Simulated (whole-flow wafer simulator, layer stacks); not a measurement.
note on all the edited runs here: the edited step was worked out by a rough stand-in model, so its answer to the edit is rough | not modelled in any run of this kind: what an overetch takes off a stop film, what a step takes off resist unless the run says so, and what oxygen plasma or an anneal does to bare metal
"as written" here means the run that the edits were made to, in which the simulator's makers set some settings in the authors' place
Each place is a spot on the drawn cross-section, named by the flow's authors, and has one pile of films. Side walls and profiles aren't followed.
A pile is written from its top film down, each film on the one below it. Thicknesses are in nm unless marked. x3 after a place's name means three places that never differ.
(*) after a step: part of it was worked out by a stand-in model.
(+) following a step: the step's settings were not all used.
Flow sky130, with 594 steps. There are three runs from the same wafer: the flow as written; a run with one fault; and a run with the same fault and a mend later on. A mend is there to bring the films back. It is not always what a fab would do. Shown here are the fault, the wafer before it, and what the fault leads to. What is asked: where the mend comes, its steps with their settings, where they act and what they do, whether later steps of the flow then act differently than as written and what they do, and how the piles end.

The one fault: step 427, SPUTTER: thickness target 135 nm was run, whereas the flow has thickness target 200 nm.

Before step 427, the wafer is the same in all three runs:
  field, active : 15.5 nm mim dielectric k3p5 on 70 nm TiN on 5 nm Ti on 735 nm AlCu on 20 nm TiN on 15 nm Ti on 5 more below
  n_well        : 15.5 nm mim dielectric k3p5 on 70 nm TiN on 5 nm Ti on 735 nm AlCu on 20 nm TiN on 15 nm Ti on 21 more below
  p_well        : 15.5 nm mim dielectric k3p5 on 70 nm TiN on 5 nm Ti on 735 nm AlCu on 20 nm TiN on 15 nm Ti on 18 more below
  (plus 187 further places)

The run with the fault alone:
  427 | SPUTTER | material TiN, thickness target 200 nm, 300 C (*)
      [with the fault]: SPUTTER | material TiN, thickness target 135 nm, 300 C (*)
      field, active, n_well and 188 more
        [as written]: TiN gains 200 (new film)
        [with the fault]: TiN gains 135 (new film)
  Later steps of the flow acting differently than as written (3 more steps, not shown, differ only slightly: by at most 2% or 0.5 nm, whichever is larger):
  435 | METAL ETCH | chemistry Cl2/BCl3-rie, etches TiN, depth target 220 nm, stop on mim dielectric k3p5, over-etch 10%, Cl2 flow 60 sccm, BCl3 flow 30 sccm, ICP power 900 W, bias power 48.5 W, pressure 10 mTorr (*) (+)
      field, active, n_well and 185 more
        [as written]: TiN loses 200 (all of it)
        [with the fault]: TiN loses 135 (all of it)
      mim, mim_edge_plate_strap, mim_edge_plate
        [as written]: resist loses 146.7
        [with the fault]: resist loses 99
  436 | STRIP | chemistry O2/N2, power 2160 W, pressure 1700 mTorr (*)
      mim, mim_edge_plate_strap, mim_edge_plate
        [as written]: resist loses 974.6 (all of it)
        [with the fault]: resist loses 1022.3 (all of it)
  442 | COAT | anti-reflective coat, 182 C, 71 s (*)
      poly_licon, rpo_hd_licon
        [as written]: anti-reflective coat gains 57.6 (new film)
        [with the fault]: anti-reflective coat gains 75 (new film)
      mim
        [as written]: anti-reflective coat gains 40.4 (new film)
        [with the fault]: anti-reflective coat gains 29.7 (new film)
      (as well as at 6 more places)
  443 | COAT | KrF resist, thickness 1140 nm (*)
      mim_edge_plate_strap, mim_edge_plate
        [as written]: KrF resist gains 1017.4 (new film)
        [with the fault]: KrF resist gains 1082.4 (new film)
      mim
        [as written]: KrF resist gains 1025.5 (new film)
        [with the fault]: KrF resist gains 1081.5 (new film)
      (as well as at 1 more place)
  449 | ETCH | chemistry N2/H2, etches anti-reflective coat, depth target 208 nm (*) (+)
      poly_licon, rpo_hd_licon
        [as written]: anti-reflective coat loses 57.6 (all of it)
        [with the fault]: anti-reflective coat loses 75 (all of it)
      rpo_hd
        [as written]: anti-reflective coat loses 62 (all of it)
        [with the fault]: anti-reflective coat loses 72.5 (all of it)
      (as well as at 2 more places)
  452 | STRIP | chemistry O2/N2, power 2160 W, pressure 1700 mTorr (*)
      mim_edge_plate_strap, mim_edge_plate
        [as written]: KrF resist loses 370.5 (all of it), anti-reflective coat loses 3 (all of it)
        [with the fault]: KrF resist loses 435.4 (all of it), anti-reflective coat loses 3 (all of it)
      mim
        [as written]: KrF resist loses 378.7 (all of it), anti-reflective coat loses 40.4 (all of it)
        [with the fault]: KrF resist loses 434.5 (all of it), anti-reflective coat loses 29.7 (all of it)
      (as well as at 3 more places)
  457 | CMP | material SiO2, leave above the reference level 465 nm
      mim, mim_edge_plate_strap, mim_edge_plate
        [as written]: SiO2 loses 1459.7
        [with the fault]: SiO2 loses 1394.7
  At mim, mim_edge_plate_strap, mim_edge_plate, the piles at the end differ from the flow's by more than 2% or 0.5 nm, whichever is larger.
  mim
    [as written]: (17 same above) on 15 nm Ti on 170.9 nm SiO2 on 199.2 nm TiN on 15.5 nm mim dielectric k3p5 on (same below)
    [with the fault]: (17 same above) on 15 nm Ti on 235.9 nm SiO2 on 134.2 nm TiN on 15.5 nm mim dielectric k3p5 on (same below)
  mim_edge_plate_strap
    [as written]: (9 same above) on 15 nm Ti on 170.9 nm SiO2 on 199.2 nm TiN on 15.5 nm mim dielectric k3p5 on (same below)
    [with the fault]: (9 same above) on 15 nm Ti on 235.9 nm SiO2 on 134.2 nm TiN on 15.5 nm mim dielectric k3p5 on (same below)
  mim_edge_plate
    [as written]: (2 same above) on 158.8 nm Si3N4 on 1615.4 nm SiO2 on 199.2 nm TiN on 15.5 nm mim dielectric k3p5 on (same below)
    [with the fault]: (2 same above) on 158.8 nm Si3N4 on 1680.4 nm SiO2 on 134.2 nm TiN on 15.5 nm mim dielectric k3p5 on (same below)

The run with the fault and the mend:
  The mend follows step 427.
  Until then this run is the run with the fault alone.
  427a | SPUTTER | material TiN, thickness target 65 nm, 300 C (*) (a further turn of the flow's step 427, with different settings)
      field, active, n_well and 188 more
        TiN gains 65
  Later steps of the flow that are run all act as written at every place that is followed.
  By the end, the piles equal the flow's at every place that both follow.
